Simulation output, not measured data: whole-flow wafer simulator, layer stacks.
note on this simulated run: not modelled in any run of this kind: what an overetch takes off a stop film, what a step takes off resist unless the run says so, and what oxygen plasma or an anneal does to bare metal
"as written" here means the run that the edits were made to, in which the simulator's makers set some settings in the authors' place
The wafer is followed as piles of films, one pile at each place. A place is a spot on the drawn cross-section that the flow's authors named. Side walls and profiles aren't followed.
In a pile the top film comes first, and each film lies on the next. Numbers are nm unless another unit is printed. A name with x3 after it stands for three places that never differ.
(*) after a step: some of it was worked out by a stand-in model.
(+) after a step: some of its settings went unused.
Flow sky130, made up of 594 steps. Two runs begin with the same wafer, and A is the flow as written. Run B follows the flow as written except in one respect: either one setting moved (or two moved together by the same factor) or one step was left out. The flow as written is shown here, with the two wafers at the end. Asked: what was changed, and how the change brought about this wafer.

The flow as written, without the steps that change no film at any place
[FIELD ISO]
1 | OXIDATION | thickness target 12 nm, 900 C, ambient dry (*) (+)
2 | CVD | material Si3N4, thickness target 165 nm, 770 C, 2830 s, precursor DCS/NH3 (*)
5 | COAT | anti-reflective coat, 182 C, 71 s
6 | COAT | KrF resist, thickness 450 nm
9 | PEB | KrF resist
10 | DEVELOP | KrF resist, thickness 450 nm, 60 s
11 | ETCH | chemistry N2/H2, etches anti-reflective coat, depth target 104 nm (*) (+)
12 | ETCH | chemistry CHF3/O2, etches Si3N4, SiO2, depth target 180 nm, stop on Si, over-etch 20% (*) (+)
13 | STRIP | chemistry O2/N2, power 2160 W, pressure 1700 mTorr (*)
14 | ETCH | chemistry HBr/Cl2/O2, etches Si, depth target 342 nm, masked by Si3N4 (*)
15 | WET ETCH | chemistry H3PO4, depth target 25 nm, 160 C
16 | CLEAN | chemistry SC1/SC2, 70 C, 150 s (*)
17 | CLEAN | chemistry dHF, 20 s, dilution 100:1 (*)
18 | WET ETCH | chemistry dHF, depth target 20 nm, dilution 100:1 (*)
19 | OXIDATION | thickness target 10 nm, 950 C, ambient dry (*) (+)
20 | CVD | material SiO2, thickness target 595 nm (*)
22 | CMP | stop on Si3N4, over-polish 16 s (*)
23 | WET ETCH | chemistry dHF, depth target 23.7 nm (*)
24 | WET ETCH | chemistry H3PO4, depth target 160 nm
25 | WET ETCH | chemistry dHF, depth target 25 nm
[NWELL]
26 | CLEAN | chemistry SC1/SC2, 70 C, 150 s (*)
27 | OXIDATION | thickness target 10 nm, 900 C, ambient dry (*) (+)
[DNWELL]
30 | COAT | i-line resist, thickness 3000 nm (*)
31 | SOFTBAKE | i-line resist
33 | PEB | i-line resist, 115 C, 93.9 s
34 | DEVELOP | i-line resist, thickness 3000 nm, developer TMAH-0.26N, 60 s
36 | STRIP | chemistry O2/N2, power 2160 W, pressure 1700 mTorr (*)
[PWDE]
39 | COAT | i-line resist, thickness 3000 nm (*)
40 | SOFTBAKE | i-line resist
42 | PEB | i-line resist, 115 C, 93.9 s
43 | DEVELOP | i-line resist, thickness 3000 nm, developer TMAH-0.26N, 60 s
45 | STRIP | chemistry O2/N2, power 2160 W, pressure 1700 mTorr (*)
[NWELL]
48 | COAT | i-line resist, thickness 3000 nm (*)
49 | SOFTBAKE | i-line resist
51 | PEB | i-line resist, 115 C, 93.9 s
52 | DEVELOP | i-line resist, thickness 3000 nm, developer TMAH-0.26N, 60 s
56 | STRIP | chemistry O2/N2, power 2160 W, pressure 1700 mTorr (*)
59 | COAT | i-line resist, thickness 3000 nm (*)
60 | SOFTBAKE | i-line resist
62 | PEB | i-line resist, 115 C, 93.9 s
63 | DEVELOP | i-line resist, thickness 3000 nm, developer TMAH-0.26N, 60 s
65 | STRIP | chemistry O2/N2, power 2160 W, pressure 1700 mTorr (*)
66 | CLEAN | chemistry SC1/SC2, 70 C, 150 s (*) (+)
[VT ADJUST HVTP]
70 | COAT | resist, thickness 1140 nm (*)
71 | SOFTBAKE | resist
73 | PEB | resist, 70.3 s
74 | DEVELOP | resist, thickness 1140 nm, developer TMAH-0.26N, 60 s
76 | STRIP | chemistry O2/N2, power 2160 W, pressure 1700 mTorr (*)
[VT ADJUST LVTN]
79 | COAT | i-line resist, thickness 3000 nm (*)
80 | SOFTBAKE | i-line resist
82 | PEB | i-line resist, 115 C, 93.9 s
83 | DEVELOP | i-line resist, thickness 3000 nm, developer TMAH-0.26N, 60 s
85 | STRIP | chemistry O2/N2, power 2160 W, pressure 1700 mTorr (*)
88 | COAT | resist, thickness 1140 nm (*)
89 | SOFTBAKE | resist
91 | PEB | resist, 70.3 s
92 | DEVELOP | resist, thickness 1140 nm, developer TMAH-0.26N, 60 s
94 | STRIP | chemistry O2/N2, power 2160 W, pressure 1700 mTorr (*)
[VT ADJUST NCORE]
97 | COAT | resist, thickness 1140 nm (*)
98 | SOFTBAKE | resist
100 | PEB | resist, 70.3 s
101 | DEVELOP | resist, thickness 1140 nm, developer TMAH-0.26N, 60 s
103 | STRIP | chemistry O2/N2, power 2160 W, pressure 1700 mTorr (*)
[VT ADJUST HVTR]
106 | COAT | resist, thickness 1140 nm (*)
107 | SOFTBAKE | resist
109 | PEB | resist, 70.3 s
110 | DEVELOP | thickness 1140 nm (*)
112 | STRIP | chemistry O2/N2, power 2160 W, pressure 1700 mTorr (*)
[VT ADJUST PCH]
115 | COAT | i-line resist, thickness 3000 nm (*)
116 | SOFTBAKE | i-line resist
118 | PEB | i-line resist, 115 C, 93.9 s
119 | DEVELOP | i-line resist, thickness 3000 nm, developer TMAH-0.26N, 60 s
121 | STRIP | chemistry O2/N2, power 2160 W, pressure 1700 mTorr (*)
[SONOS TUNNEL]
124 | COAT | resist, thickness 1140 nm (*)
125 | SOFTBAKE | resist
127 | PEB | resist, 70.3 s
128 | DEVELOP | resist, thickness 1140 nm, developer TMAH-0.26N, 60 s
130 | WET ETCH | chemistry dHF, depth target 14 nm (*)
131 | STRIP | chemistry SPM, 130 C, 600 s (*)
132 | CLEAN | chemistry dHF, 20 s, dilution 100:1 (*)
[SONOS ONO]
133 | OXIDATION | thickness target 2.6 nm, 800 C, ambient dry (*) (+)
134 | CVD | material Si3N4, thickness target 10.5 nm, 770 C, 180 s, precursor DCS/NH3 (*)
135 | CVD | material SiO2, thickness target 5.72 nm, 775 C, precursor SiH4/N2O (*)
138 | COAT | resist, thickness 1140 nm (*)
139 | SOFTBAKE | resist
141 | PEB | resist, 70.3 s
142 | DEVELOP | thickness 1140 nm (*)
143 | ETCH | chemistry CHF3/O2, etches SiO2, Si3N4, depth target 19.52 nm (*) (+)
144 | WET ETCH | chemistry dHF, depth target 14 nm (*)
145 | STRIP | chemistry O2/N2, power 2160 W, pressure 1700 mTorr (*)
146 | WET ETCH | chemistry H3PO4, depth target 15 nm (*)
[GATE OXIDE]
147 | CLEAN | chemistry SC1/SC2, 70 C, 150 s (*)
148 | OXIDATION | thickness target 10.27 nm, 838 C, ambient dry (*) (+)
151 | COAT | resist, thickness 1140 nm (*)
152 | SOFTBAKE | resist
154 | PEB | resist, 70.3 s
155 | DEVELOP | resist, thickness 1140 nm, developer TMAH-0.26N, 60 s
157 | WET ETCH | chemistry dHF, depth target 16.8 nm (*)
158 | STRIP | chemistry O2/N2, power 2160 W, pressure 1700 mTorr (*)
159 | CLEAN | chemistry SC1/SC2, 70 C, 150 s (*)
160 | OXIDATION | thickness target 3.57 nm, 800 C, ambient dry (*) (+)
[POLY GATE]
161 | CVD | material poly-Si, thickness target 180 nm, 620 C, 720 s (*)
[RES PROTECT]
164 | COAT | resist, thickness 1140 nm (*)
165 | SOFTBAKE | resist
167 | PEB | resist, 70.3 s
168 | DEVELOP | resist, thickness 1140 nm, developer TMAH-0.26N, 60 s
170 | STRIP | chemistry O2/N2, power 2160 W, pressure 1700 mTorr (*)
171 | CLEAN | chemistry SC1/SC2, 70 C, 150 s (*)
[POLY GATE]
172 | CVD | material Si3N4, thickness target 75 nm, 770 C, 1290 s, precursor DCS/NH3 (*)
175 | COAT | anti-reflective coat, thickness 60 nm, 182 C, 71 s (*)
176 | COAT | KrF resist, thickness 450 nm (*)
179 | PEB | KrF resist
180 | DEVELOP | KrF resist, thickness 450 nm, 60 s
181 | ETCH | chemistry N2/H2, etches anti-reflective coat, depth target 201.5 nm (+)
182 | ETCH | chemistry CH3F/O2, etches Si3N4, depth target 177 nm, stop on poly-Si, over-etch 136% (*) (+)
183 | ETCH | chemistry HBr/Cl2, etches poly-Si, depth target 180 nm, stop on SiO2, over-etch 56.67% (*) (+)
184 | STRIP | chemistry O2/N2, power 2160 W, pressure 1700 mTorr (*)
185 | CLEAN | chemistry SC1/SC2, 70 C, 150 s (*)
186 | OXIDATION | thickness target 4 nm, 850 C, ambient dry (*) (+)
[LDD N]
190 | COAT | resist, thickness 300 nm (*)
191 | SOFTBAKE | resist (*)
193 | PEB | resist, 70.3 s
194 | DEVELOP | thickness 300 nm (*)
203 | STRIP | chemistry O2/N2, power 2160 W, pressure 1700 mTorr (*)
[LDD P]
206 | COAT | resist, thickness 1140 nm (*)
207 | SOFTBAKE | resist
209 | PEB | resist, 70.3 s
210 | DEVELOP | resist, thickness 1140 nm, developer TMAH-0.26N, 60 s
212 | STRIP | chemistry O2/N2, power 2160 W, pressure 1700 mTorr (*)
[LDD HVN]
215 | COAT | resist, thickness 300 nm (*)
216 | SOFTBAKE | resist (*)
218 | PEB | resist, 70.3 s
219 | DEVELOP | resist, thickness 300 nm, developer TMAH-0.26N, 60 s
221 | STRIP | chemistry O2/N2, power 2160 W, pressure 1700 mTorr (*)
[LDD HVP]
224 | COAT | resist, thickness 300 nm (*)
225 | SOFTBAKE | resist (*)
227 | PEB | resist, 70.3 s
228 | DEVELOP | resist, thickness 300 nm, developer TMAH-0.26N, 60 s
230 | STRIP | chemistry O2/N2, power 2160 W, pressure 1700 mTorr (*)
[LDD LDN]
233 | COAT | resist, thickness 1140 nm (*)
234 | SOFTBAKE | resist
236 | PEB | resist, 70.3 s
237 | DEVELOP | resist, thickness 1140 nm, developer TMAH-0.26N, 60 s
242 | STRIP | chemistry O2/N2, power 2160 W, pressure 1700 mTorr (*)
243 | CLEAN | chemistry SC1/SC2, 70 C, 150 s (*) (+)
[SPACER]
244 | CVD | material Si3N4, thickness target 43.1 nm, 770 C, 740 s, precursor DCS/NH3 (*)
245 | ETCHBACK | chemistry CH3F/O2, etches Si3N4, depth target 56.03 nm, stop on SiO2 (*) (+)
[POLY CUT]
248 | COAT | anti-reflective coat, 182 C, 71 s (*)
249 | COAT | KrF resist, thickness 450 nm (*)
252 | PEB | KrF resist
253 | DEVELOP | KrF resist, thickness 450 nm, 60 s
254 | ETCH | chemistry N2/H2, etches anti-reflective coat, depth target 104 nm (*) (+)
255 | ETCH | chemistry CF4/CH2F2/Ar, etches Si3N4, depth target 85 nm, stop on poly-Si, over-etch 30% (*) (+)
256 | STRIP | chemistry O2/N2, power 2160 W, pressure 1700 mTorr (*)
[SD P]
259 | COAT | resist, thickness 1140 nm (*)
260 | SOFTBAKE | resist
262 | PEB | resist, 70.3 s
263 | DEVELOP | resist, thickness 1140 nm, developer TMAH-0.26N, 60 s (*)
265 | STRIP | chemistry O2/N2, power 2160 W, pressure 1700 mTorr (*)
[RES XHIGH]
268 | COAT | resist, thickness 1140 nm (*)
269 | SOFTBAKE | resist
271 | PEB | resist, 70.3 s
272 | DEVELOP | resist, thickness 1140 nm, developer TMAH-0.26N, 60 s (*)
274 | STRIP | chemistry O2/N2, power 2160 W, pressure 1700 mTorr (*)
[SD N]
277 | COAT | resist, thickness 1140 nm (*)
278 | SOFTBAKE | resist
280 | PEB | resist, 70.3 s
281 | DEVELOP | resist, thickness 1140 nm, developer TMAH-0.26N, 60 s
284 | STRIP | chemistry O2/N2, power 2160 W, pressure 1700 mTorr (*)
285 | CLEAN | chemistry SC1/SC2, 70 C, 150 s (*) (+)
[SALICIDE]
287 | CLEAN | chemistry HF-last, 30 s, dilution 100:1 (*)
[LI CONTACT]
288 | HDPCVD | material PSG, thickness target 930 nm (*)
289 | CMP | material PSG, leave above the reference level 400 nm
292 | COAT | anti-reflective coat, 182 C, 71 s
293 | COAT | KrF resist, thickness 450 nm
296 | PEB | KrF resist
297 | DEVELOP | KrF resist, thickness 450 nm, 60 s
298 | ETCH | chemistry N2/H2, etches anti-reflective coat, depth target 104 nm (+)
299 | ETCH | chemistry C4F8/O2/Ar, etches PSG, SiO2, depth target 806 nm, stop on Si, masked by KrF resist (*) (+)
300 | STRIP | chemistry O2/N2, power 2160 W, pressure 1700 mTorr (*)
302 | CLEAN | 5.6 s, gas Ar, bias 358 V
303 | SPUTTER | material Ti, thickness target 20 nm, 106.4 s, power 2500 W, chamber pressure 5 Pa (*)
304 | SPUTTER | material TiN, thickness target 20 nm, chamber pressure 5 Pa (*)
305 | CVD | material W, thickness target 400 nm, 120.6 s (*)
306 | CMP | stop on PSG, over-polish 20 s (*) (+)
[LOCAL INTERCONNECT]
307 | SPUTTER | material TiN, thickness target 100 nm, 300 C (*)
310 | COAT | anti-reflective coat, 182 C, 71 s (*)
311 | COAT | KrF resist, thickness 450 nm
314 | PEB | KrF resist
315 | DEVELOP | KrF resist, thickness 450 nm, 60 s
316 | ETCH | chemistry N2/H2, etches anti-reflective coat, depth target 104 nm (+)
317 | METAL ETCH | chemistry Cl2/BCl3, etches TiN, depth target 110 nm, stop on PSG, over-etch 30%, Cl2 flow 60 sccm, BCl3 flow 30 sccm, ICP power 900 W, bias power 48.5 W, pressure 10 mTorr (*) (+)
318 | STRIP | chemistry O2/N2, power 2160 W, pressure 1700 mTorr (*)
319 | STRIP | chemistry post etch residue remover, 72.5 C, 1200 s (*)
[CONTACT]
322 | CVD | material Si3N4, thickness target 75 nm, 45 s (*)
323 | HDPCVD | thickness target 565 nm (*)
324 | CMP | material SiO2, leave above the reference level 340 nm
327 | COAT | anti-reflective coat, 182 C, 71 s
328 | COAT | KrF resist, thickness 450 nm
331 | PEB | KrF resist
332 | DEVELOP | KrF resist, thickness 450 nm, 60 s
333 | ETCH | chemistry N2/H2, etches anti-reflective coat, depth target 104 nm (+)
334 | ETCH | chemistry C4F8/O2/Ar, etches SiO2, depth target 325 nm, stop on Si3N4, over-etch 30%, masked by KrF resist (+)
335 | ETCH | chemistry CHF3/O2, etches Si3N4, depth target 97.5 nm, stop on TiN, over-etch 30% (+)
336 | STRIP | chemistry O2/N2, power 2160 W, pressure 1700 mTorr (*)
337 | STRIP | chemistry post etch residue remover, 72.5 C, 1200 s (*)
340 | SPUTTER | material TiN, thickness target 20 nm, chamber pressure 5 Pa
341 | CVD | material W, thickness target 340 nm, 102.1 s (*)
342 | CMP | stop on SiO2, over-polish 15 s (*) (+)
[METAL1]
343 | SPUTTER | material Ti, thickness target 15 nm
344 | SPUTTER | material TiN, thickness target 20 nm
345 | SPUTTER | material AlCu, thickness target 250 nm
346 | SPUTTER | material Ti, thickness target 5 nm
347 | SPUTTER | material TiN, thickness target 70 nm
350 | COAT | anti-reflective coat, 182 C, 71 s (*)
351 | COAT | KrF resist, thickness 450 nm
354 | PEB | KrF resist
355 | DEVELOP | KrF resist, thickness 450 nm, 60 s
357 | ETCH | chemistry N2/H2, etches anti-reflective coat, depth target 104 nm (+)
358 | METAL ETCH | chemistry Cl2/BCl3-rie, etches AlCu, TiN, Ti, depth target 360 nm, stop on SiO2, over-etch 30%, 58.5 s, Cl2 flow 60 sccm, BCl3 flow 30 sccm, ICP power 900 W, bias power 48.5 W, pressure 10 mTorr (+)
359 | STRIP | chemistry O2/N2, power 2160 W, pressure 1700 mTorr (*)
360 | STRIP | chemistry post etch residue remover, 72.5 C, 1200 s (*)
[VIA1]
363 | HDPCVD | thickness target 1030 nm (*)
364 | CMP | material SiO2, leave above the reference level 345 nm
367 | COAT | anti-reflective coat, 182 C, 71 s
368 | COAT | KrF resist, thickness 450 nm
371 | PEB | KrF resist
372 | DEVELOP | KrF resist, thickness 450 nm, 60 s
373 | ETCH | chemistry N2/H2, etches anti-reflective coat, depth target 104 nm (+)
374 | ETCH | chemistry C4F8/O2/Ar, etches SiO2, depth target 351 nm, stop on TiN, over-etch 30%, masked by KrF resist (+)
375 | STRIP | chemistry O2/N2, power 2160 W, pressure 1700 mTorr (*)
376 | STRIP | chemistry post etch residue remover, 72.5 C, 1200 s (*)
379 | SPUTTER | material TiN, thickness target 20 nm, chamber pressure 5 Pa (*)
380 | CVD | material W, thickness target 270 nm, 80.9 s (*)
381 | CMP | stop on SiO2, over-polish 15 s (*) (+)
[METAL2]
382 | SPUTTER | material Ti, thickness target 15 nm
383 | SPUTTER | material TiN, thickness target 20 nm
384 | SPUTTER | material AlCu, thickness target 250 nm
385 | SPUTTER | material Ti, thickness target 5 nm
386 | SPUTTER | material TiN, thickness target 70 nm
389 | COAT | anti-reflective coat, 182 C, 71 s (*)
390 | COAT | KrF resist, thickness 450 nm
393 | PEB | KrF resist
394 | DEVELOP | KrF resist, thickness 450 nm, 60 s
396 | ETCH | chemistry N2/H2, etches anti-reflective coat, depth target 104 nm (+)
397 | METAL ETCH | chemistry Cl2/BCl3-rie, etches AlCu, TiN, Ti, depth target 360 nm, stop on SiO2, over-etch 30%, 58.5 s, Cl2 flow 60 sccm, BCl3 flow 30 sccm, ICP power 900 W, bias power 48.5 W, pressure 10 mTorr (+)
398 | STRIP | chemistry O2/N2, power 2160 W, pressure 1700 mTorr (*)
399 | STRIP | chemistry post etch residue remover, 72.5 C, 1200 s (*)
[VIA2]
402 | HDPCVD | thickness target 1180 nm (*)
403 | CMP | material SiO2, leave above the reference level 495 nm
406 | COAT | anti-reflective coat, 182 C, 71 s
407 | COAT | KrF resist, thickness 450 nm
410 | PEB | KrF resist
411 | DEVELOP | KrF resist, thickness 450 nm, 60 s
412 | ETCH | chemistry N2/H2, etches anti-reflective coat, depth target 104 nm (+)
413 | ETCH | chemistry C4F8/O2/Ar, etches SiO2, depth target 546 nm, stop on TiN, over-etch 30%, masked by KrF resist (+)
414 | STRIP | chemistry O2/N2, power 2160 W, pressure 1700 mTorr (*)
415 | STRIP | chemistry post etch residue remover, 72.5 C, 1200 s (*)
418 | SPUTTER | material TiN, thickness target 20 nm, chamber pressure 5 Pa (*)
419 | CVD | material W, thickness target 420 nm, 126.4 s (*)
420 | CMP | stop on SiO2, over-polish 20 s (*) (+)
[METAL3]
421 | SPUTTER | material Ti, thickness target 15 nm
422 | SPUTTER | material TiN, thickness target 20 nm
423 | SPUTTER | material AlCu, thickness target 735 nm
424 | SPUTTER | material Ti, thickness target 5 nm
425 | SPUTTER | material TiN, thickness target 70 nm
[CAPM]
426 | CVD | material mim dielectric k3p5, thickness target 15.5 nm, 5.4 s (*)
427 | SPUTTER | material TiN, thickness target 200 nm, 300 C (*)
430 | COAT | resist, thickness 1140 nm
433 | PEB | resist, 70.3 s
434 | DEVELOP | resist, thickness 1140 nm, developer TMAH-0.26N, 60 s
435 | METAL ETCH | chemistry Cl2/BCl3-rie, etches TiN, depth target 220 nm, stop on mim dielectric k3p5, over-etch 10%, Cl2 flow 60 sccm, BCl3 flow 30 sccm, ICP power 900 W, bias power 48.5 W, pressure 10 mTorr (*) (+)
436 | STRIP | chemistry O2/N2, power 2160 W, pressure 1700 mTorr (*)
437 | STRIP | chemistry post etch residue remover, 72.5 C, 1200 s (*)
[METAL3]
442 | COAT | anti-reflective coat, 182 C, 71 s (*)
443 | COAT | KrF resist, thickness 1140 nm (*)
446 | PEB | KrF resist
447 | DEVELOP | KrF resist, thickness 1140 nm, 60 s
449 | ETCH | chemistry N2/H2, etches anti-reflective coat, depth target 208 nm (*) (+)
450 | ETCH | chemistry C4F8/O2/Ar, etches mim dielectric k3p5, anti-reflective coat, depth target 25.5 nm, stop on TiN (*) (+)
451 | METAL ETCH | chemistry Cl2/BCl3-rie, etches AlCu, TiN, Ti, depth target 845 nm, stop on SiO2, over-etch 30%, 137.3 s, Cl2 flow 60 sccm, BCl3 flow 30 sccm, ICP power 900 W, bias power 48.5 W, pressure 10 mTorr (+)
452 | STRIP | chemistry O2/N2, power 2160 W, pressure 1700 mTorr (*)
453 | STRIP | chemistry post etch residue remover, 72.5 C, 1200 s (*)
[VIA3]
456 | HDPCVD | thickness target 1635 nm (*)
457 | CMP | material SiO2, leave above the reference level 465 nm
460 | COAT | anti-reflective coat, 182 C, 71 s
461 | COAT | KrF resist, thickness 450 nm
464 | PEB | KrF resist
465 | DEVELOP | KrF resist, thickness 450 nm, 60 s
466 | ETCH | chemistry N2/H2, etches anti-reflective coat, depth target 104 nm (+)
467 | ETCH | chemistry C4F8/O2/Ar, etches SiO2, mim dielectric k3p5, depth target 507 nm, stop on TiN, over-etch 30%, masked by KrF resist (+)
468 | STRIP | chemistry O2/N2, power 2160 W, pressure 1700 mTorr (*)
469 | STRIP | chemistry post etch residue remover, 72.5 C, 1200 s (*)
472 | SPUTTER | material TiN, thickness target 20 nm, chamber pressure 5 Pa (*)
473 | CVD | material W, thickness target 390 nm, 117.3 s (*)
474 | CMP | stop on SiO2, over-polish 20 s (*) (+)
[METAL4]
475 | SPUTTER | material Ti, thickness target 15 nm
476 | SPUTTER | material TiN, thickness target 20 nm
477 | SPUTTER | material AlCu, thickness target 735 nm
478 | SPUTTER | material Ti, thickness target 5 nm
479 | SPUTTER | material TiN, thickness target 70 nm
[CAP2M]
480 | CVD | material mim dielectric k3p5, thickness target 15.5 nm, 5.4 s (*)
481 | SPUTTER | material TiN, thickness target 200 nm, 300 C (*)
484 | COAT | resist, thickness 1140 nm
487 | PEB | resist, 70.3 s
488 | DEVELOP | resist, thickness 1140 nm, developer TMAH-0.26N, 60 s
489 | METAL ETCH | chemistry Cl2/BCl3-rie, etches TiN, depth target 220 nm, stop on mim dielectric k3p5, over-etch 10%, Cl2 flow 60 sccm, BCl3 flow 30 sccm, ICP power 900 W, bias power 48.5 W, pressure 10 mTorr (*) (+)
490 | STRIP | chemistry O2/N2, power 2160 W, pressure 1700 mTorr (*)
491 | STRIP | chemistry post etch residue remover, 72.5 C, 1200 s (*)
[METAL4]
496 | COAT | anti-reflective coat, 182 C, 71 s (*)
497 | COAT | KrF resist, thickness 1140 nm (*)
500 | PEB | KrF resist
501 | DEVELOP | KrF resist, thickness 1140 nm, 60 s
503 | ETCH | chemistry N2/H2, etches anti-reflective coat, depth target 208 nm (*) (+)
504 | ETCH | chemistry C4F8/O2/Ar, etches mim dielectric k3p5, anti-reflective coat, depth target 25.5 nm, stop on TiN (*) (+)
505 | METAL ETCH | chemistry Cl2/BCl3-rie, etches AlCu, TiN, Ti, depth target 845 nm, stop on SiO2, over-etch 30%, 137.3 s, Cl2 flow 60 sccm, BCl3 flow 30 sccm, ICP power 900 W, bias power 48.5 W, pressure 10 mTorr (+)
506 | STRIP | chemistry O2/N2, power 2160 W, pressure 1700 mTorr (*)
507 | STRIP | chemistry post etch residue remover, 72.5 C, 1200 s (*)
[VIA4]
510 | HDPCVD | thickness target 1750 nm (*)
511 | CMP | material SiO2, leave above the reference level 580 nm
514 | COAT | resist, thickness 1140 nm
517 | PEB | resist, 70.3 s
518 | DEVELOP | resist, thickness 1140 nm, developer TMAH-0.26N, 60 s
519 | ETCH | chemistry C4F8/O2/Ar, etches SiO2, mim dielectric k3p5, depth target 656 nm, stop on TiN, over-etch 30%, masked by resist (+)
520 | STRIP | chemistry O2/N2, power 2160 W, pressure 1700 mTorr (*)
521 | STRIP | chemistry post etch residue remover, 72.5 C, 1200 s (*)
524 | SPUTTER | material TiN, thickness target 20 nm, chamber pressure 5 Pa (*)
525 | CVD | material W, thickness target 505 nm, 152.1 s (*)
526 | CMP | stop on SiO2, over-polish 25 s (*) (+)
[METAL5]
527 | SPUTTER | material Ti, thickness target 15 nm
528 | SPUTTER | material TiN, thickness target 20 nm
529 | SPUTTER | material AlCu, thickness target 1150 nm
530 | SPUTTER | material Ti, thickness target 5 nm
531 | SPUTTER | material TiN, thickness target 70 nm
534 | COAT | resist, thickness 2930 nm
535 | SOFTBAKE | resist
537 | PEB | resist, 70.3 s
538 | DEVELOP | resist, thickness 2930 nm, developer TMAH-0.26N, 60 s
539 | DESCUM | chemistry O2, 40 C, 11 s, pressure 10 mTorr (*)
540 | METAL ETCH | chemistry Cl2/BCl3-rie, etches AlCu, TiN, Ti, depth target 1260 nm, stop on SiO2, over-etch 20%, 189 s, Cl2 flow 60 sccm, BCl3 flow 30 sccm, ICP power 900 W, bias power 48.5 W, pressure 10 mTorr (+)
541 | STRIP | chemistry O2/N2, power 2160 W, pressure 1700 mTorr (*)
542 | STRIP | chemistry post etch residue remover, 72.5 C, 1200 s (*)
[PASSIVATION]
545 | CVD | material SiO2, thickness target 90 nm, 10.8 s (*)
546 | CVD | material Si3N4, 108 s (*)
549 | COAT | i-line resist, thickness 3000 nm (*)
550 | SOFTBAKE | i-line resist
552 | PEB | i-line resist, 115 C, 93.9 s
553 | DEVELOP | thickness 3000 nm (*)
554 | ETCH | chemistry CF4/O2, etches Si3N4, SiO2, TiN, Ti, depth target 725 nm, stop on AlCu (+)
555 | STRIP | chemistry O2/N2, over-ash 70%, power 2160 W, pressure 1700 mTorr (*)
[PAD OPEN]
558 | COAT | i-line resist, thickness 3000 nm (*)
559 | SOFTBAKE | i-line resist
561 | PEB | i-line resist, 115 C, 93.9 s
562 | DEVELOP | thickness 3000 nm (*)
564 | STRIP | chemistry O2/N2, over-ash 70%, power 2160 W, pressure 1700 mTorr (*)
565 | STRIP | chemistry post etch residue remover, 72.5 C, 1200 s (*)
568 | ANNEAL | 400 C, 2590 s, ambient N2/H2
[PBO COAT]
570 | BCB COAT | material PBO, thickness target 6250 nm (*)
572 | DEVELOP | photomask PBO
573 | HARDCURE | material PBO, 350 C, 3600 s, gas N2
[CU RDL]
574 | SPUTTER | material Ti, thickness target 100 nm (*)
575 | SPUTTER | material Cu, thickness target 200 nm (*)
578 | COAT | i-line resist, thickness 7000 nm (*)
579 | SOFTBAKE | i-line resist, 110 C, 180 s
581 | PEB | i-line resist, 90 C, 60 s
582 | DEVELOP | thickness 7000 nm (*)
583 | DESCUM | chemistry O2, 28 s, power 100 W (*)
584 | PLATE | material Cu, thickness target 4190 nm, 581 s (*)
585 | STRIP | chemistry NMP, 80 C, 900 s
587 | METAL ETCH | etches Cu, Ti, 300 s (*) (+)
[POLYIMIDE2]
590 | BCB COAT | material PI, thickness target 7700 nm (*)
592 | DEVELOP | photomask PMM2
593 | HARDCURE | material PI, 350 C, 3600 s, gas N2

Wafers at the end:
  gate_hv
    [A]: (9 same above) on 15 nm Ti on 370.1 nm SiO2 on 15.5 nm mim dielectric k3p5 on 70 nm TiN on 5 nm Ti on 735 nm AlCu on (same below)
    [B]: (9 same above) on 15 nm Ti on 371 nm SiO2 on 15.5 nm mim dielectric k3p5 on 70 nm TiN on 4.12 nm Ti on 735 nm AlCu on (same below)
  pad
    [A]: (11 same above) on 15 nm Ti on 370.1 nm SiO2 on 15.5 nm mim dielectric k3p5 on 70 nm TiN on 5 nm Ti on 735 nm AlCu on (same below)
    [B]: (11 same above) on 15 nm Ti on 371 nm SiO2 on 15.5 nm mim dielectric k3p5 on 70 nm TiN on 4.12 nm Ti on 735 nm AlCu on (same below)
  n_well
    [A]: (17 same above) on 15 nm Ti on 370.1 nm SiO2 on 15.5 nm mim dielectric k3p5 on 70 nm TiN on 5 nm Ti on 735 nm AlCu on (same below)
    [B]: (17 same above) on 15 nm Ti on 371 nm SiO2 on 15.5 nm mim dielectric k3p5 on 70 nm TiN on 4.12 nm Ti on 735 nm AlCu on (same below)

What caused this: step 424, SPUTTER: thickness target 4.12 nm was run, whereas the flow has thickness target 5 nm.
The wafer lets one read it off: gate_hv has Ti 4.12, and step 424 as written asks for 5 nm.

Step by step, how the change led to this:
  424 | SPUTTER | material Ti, thickness target 5 nm
      field, active, n_well and 188 more: A +5 Ti (new film) | B +4.12 Ti (new film)
  451 | METAL ETCH | chemistry Cl2/BCl3-rie, etches AlCu, TiN, Ti, depth target 845 nm, stop on SiO2, over-etch 30%, 137.3 s, Cl2 flow 60 sccm, BCl3 flow 30 sccm, ICP power 900 W, bias power 48.5 W, pressure 10 mTorr (+)
      field, gate, spacer and 68 more: A -70 TiN (all of it), -5 Ti (all of it), -735 AlCu (all of it), -20 TiN (all of it), -15 Ti (all of it), -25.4 SiO2 | B -70 TiN (all of it), -4.12 Ti (all of it), -735 AlCu (all of it), -20 TiN (all of it), -15 Ti (all of it), -25.4 SiO2
      active, vpp_ln, vpp_iso2 and 11 more: A -70 TiN (all of it), -5 Ti (all of it), -735 AlCu (all of it), -20 TiN (all of it), -15 Ti (all of it), -25.3 SiO2 | B -70 TiN (all of it), -4.12 Ti (all of it), -735 AlCu (all of it), -20 TiN (all of it), -15 Ti (all of it), -25.4 SiO2
